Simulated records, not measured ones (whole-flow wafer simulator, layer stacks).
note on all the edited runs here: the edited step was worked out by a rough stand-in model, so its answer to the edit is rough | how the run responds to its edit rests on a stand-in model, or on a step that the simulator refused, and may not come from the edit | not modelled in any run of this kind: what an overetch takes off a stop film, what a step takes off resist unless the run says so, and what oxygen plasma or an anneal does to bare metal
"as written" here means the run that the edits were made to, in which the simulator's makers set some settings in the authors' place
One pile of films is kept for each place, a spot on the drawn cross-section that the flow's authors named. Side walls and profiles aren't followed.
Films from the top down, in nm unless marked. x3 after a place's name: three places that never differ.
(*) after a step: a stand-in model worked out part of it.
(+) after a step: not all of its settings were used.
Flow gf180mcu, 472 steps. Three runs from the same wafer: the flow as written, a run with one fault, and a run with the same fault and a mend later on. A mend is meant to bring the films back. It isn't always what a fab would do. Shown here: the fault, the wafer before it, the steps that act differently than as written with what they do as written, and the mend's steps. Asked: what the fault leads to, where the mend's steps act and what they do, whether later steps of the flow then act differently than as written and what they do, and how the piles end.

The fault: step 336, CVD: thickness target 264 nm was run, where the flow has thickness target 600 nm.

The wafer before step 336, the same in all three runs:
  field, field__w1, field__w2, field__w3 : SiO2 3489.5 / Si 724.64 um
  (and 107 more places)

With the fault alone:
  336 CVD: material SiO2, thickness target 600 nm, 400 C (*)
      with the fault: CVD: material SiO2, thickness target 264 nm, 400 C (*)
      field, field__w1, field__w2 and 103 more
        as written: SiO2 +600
        with the fault: SiO2 +264
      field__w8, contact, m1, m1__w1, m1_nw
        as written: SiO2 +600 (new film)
        with the fault: SiO2 +264 (new film)
  Later steps of the flow that act differently than as written (10 more steps differ only slightly, by at most 2% or 0.5 nm, whichever is larger, and aren't shown):
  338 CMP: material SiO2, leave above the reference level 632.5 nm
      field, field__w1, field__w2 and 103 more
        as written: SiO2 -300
        with the fault: nothing
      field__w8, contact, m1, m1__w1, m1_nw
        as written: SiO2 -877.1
        with the fault: SiO2 -541.1
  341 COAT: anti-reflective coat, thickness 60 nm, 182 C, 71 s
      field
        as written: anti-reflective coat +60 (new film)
        with the fault: anti-reflective coat +74.3 (new film)
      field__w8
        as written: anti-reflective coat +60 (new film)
        with the fault: anti-reflective coat +39.5 (new film)
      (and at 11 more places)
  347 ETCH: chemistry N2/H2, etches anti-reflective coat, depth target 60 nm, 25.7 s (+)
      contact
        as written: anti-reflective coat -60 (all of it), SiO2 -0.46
        with the fault: anti-reflective coat -40.3 (all of it), SiO2 -0.97
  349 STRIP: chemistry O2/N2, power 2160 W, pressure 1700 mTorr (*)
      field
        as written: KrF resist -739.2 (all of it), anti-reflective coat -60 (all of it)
        with the fault: KrF resist -732 (all of it), anti-reflective coat -74.3 (all of it)
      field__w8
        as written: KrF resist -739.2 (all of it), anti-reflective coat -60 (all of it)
        with the fault: KrF resist -735.8 (all of it), anti-reflective coat -39.5 (all of it)
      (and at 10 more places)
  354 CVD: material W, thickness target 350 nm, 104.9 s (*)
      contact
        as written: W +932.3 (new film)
        with the fault: W +895.9 (new film)
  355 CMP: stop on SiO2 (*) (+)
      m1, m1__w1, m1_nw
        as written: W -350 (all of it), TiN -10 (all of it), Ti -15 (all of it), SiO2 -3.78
        with the fault: W -350 (all of it), TiN -10 (all of it), Ti -15 (all of it), SiO2 -5.21
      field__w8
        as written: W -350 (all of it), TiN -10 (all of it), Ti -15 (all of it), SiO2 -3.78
        with the fault: W -350 (all of it), TiN -10 (all of it), Ti -15 (all of it), SiO2 -5.22
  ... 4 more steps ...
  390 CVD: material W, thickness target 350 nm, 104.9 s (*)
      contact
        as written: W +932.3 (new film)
        with the fault: W +967.2 (new film)
  At the end the piles differ from the flow's by more than 2% or 0.5 nm, whichever is larger, at contact.
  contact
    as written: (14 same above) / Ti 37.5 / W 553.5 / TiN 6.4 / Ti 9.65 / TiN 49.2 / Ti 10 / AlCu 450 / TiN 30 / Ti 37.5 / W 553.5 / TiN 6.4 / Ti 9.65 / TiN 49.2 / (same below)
    with the fault: (14 same above) / Ti 37.5 / W 588.4 / TiN 6.28 / Ti 9.46 / TiN 49.2 / Ti 10 / AlCu 450 / TiN 30 / Ti 37.5 / W 517.1 / TiN 6.54 / Ti 9.86 / TiN 49.2 / (same below)

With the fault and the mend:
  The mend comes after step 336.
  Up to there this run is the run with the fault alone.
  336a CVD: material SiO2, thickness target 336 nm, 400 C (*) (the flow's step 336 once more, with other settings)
      field, field__w1, field__w2 and 108 more
        SiO2 +336
  No later step of the flow acts differently than as written at any place that is followed.
  At the end the piles are the same as the flow's at every place that both follow.
